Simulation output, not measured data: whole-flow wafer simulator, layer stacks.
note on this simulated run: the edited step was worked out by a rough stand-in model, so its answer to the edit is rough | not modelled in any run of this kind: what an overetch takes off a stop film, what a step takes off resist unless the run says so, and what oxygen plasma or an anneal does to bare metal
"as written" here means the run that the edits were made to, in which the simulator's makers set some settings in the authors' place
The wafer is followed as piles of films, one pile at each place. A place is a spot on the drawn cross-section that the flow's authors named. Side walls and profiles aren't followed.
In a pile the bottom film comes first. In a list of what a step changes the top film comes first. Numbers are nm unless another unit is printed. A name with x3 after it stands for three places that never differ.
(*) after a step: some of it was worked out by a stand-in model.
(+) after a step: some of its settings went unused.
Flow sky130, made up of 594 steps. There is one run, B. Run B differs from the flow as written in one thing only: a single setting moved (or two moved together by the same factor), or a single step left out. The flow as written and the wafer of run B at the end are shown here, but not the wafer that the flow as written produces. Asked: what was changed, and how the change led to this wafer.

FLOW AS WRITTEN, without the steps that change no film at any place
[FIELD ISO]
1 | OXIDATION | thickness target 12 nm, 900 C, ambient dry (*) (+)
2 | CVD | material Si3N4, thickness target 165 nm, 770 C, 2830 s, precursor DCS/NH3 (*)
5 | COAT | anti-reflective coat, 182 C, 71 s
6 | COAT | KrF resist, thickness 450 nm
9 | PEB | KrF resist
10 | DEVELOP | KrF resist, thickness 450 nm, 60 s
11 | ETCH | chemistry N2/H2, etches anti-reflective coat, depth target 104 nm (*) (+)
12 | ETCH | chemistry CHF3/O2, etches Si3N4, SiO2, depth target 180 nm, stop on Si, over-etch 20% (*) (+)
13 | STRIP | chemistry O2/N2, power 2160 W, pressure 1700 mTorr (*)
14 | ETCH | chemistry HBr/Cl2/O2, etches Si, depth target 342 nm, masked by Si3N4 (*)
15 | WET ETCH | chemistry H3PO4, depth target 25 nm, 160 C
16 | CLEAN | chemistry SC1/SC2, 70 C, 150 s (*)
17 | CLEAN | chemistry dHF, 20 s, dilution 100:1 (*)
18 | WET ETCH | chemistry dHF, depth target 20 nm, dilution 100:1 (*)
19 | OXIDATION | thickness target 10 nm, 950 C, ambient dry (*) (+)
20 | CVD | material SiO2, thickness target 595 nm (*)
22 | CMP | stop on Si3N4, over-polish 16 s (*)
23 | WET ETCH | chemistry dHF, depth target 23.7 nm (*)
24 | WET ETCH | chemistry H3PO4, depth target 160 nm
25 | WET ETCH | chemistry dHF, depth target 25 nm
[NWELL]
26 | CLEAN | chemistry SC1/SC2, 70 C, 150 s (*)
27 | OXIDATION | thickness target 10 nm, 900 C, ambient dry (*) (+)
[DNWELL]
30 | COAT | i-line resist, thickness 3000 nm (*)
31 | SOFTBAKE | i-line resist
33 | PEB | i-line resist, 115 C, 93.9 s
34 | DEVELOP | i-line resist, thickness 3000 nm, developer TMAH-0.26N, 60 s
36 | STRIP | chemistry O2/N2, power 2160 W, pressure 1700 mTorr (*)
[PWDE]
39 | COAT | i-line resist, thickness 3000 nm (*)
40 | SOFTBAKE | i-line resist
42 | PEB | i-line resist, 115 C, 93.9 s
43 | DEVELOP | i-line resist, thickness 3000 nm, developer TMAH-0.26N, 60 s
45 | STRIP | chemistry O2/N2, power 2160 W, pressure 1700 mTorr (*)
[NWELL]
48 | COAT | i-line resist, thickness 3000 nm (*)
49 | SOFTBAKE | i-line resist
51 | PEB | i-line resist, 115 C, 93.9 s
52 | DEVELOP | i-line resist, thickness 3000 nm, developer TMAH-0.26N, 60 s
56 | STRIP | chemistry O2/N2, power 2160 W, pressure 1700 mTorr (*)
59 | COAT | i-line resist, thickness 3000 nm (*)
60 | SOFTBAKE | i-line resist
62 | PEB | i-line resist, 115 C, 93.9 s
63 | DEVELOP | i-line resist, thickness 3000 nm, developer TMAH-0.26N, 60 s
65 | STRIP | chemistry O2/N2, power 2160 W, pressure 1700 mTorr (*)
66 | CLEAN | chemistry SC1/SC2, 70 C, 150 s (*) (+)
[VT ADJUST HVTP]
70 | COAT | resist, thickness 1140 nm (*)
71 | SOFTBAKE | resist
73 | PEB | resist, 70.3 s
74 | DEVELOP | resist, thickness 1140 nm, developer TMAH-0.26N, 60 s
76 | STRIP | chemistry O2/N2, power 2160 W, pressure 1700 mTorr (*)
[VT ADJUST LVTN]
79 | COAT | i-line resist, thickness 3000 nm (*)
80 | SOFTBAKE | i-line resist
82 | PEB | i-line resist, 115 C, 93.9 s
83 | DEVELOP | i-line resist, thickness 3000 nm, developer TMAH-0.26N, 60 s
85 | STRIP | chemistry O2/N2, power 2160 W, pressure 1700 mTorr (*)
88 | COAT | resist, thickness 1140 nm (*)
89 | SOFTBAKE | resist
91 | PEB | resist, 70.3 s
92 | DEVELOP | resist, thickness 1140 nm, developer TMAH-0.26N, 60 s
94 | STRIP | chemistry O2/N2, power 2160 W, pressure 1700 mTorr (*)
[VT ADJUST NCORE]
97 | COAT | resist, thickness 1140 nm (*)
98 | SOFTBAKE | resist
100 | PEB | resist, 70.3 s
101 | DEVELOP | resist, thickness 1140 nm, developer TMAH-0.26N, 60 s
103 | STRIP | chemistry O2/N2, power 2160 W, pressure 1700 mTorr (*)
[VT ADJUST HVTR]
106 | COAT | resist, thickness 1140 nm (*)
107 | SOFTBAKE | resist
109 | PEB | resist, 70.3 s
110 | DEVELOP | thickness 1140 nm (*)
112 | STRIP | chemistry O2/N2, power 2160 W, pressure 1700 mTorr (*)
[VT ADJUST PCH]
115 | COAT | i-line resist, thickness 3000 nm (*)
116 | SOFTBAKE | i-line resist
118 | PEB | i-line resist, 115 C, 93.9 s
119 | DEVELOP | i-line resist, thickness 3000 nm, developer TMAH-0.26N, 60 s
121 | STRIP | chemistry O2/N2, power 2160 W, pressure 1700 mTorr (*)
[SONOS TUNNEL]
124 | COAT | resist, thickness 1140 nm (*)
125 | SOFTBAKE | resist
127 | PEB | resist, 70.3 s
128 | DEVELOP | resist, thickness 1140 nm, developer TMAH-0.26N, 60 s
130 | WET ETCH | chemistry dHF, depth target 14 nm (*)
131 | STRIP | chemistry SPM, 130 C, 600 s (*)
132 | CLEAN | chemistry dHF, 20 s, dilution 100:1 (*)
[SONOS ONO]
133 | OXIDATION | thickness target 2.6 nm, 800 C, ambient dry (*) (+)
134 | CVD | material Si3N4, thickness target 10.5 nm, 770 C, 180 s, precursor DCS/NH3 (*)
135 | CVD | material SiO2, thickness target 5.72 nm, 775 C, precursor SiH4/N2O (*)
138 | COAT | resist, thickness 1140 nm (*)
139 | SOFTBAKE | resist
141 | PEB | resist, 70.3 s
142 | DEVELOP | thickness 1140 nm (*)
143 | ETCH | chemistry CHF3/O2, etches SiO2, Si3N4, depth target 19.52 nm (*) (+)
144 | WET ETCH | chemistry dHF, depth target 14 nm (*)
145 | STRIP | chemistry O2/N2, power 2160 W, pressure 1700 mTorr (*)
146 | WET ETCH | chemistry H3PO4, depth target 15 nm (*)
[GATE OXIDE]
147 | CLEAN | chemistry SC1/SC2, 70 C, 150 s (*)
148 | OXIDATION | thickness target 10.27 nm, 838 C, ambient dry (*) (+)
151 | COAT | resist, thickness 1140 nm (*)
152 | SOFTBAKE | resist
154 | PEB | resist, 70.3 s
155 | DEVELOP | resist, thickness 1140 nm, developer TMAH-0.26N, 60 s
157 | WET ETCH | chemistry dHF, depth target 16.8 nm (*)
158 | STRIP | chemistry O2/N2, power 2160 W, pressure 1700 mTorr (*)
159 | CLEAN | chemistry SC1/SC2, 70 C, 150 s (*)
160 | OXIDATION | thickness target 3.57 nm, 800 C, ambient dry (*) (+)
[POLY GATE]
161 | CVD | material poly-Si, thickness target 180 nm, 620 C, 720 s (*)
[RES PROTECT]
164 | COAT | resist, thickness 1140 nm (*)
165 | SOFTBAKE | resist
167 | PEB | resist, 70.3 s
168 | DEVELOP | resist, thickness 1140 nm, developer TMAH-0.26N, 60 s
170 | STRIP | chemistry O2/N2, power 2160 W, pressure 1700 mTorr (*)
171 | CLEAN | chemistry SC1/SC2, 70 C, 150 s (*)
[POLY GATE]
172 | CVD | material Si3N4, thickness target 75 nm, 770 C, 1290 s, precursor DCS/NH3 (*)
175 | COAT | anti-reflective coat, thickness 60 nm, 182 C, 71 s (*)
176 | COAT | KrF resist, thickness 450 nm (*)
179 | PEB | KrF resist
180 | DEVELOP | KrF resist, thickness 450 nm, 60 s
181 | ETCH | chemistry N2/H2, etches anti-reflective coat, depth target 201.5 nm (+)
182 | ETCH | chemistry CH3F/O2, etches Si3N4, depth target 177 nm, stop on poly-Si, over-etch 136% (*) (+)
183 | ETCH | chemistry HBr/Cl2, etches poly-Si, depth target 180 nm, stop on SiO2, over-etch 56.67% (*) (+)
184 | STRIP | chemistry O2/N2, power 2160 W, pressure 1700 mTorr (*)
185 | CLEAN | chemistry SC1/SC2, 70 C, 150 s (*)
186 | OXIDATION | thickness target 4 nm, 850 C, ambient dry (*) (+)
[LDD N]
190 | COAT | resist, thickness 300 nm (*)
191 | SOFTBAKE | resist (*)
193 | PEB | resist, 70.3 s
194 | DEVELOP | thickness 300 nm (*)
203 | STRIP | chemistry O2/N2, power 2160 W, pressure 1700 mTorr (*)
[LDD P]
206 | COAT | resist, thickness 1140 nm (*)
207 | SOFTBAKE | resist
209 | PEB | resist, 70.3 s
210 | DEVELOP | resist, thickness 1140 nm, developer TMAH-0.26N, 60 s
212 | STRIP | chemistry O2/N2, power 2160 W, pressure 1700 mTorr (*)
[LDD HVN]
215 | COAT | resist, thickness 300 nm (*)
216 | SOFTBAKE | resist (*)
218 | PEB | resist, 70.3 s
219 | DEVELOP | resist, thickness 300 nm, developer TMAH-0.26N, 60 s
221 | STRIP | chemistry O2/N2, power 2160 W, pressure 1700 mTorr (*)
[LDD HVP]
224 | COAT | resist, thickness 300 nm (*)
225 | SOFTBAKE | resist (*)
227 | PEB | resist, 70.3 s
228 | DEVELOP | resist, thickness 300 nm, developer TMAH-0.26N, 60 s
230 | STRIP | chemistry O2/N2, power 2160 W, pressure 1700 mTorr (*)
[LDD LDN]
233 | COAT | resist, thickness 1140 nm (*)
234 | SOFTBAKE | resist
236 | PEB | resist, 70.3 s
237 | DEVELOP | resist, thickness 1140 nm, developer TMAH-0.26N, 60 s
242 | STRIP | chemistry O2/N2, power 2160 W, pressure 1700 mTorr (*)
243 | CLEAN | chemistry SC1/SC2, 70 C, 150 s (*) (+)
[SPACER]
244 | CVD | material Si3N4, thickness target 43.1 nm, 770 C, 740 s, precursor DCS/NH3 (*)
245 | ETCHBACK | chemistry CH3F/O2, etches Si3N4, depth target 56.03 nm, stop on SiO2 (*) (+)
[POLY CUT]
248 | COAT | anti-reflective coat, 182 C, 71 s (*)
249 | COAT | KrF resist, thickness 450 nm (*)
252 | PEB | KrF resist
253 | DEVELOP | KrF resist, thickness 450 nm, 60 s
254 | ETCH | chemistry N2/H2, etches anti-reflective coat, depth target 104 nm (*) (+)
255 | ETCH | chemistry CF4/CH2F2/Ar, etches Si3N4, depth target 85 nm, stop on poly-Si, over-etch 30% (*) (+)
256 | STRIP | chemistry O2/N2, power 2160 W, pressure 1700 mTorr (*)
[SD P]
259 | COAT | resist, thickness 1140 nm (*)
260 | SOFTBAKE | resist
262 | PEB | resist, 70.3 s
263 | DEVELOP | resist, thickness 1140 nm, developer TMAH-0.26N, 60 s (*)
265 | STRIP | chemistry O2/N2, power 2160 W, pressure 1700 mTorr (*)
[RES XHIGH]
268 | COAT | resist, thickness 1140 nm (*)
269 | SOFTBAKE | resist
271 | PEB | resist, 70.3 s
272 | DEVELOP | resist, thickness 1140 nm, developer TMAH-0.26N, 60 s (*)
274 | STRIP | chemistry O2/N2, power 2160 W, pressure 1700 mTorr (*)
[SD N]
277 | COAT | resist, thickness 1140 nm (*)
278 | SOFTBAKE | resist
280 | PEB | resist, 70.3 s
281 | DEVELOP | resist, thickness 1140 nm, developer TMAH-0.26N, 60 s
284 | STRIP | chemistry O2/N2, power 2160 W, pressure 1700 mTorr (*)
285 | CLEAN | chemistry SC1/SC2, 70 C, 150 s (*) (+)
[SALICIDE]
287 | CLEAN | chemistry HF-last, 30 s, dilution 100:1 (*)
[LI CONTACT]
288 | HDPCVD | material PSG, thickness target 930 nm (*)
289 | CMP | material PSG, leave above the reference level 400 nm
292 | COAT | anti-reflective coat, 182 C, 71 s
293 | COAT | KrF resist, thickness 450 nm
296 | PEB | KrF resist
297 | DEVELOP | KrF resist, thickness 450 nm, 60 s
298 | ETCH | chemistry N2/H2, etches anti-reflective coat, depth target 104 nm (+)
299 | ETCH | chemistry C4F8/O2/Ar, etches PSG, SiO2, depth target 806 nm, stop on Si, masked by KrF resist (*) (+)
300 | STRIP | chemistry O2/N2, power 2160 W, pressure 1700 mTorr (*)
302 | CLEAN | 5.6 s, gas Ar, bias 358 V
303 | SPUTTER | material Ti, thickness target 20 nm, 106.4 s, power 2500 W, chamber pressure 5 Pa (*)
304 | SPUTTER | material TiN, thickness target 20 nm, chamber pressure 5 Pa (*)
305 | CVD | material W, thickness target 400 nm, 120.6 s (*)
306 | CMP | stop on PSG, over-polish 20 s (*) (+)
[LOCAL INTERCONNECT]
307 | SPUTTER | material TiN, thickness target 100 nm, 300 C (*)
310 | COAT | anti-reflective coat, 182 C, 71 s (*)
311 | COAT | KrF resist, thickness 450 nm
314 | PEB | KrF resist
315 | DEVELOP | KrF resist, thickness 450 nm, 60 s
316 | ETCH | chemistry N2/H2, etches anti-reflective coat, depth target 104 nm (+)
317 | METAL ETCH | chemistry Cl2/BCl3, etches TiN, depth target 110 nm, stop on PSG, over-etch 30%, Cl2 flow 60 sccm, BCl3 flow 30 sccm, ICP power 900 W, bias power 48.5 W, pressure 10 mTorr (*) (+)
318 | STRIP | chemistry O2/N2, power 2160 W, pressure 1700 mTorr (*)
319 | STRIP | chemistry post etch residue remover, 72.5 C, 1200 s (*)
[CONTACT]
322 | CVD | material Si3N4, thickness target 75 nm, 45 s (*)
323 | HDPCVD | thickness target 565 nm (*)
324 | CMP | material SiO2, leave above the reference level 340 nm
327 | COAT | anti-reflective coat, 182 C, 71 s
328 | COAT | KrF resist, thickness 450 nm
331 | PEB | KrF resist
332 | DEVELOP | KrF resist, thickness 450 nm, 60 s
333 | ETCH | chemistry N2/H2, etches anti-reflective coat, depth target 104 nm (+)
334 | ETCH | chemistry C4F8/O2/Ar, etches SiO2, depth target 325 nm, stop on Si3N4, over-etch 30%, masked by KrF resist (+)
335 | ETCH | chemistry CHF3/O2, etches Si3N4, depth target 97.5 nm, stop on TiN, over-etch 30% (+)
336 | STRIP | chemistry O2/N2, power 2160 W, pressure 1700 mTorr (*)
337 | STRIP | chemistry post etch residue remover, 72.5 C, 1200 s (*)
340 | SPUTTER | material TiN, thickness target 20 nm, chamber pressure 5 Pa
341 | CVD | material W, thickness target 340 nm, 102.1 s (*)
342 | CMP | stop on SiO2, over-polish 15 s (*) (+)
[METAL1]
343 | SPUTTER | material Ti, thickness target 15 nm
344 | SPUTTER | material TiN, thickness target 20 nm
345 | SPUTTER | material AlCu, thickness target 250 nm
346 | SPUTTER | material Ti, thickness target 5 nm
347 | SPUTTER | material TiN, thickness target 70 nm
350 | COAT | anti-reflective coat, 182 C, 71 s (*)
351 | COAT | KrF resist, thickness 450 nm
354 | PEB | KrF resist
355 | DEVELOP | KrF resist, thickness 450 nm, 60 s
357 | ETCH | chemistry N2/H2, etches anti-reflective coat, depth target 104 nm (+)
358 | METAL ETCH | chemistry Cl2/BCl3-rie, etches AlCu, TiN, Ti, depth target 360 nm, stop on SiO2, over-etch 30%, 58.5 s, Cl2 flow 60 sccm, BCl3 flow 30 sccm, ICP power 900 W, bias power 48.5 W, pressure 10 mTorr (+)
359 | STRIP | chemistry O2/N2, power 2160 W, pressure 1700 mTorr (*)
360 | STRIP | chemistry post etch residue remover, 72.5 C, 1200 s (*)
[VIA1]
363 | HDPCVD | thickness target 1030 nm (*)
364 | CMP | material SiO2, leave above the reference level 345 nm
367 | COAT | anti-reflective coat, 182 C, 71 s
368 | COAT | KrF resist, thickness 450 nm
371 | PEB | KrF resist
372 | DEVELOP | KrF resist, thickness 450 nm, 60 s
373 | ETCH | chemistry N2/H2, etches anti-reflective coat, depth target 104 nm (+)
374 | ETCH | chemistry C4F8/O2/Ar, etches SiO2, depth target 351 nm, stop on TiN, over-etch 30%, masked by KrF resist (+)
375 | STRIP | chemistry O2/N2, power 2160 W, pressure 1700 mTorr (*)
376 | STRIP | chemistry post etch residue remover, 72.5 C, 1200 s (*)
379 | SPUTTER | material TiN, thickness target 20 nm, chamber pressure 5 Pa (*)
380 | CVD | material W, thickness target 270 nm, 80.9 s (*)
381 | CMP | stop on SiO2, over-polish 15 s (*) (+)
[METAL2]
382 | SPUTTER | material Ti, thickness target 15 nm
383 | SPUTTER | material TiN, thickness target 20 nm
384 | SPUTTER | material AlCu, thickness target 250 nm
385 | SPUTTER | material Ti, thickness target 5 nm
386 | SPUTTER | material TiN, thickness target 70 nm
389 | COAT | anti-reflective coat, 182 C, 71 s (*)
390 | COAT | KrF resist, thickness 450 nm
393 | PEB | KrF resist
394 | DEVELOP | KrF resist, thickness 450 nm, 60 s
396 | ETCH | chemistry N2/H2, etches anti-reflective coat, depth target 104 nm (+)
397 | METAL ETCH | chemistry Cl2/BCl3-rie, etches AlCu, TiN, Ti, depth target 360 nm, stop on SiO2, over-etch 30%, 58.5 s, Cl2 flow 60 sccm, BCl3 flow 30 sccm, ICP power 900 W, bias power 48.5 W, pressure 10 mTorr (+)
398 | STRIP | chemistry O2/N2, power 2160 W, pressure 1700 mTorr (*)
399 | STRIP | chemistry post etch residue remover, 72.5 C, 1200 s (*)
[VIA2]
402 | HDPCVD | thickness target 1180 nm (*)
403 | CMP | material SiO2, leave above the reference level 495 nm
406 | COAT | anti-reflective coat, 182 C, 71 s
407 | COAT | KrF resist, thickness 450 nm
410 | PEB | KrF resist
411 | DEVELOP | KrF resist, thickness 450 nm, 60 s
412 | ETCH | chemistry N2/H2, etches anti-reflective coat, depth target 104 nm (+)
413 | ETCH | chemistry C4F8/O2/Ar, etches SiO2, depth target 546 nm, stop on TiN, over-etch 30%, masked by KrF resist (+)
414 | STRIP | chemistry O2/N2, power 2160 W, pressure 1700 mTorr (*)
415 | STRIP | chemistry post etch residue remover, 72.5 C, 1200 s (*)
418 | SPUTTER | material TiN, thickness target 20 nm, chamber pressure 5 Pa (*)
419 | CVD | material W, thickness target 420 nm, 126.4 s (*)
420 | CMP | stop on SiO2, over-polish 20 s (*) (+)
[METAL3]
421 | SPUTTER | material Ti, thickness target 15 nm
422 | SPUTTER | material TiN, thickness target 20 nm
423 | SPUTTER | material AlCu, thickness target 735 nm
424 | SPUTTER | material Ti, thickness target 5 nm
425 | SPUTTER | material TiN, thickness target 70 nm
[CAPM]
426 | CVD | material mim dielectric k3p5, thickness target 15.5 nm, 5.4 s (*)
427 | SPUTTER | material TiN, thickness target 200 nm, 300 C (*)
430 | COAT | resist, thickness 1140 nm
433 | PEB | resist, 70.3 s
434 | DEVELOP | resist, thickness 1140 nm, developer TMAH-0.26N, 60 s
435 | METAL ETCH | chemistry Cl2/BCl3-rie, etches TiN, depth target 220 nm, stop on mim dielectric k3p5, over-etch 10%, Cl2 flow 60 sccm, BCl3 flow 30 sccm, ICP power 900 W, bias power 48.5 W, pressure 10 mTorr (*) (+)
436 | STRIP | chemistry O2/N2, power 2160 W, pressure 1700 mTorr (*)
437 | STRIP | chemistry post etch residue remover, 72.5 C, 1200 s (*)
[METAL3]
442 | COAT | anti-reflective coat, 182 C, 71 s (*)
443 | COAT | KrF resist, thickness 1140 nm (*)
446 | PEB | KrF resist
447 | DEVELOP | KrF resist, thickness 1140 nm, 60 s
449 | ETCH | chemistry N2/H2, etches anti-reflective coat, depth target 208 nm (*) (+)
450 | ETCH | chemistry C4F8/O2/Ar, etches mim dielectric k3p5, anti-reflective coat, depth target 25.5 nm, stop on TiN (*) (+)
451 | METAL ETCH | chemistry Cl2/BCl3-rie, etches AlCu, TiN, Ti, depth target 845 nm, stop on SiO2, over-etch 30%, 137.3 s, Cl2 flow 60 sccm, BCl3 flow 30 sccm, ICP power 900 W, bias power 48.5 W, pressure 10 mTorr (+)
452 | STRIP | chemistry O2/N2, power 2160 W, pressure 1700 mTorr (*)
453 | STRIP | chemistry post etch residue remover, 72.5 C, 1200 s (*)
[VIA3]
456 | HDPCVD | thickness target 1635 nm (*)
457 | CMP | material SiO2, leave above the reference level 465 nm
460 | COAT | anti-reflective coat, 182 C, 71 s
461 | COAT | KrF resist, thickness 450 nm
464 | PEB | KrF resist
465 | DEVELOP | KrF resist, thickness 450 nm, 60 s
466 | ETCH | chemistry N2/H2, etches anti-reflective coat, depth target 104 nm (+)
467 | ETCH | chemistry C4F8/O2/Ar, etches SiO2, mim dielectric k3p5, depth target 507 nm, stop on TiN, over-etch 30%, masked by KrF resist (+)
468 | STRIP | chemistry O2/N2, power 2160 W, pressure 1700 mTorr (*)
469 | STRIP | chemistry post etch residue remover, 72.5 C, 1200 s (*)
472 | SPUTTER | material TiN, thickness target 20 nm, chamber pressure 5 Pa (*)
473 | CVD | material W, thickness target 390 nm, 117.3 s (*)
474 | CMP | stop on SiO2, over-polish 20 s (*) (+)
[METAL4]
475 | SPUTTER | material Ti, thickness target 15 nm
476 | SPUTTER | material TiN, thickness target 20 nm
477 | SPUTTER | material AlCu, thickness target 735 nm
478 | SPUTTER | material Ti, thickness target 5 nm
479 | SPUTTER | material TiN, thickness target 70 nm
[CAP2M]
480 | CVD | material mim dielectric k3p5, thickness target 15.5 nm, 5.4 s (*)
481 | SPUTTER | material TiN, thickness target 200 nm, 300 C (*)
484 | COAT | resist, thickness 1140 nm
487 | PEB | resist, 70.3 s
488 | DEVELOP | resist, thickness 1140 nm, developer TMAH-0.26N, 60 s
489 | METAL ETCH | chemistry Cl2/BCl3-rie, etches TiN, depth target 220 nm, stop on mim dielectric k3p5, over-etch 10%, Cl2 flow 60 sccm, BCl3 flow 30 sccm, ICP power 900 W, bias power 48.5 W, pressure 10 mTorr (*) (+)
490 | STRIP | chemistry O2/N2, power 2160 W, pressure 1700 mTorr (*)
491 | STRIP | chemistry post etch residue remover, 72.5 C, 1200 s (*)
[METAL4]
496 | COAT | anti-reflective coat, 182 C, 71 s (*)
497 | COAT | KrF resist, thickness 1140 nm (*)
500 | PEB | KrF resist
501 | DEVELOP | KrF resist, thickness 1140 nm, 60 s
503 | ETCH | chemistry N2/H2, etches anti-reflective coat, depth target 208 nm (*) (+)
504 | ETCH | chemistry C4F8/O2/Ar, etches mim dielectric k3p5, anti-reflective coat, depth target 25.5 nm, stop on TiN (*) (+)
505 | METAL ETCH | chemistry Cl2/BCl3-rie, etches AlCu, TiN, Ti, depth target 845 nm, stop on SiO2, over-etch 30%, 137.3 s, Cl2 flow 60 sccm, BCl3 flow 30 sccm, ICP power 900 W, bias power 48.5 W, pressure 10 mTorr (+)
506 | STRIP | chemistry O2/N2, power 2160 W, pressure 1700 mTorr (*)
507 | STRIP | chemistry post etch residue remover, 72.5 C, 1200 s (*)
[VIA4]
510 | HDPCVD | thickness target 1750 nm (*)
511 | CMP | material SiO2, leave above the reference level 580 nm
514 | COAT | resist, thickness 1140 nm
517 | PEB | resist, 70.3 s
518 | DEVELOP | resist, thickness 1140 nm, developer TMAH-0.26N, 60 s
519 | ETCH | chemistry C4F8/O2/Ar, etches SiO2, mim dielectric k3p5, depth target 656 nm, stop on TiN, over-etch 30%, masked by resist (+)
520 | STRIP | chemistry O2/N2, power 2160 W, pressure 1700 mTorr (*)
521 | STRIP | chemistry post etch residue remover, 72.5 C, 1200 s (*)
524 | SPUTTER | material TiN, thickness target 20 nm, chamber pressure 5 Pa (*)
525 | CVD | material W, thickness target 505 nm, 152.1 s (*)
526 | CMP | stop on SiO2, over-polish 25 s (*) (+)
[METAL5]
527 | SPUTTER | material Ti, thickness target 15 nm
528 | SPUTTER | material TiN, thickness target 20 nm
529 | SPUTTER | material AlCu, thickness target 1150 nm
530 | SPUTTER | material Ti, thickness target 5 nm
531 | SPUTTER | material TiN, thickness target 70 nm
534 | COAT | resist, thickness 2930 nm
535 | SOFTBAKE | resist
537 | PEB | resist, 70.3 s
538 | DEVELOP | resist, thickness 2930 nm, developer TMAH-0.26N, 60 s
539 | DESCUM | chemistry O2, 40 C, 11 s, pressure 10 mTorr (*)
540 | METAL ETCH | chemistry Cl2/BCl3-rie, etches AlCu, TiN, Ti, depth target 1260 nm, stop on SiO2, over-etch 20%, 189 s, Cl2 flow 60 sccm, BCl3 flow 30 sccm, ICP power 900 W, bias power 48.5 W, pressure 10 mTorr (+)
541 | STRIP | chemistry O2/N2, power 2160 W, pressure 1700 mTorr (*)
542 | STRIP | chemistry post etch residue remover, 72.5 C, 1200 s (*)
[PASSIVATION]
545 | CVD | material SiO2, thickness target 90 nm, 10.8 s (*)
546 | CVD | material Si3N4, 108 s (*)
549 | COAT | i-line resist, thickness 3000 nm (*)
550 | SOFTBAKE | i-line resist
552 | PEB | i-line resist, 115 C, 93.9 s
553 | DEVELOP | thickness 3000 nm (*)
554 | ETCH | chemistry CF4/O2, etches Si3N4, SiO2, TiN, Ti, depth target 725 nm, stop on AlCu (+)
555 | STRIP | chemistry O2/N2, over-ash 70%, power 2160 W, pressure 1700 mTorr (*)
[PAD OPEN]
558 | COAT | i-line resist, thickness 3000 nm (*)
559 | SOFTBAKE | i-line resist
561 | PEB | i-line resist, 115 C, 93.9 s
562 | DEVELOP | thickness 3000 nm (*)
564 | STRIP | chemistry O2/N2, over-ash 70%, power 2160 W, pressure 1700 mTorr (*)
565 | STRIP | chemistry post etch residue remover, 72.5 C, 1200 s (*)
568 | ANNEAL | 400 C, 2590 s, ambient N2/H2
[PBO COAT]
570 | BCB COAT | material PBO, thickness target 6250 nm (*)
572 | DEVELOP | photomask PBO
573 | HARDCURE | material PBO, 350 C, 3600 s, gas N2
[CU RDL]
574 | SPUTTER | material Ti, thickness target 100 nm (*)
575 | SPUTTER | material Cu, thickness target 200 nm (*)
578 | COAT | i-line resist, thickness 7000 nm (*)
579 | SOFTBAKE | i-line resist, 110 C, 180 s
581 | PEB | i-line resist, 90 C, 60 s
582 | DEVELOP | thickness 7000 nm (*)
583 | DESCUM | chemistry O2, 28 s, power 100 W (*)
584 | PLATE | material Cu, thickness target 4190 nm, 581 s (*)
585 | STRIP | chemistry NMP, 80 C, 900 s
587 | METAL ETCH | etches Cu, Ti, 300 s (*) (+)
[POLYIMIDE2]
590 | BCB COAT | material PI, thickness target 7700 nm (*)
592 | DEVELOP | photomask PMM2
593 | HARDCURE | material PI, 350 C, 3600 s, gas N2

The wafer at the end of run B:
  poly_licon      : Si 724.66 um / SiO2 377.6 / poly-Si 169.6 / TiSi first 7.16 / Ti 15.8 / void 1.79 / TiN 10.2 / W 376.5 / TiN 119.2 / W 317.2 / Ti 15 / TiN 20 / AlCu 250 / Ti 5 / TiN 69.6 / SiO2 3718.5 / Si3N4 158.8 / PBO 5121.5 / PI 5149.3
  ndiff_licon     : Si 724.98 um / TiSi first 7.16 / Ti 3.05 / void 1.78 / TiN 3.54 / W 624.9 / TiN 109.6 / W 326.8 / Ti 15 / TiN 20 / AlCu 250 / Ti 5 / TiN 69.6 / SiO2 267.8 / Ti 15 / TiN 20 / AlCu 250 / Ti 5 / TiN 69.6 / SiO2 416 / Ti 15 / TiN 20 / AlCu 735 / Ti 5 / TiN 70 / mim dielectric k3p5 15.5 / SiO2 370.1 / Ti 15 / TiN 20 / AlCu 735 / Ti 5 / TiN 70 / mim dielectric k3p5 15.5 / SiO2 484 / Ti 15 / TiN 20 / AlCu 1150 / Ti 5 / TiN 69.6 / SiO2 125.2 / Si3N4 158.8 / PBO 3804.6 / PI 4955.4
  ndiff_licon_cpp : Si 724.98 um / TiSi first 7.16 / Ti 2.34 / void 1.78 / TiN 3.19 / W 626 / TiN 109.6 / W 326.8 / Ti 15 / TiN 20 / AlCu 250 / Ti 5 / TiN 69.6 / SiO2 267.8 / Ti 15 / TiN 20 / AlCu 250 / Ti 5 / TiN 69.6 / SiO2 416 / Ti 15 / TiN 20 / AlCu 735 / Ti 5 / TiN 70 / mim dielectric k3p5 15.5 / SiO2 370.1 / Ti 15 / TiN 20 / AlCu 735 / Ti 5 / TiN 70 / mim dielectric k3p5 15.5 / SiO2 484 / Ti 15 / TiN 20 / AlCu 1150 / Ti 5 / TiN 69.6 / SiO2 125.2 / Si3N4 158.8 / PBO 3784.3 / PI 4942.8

The reason: step 304, SPUTTER: thickness target 10.2 nm was run, whereas the flow has thickness target 20 nm.
The wafer itself shows it: poly_licon has TiN 10.2, and step 304 as written asks for 20 nm.

The path from the change to this, step by step:
  304 | SPUTTER | material TiN, thickness target 20 nm, chamber pressure 5 Pa (*)
      field, active, n_well and 185 more: +10.2 TiN (new film) (as written it would have been: +20 TiN (new film))
      ndiff_licon: +3.54 TiN (new film) (as written it would have been: +6.83 TiN (new film))
      (and at 2 other places as well)
  306 | CMP | stop on PSG, over-polish 20 s (*) (+)
      field, active, n_well and 184 more: -400 W (all of it), -10.2 TiN (all of it), -20 Ti (all of it), -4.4 PSG (as written it would have been: -400 W (all of it), -20 TiN (all of it), -20 Ti (all of it), -4.4 PSG)
      ndiff_licon, ndiff_licon_cpp, rpo_hd_licon: -435.1 W (as written it would have been: -444.9 W)
      (and at 1 other place as well)
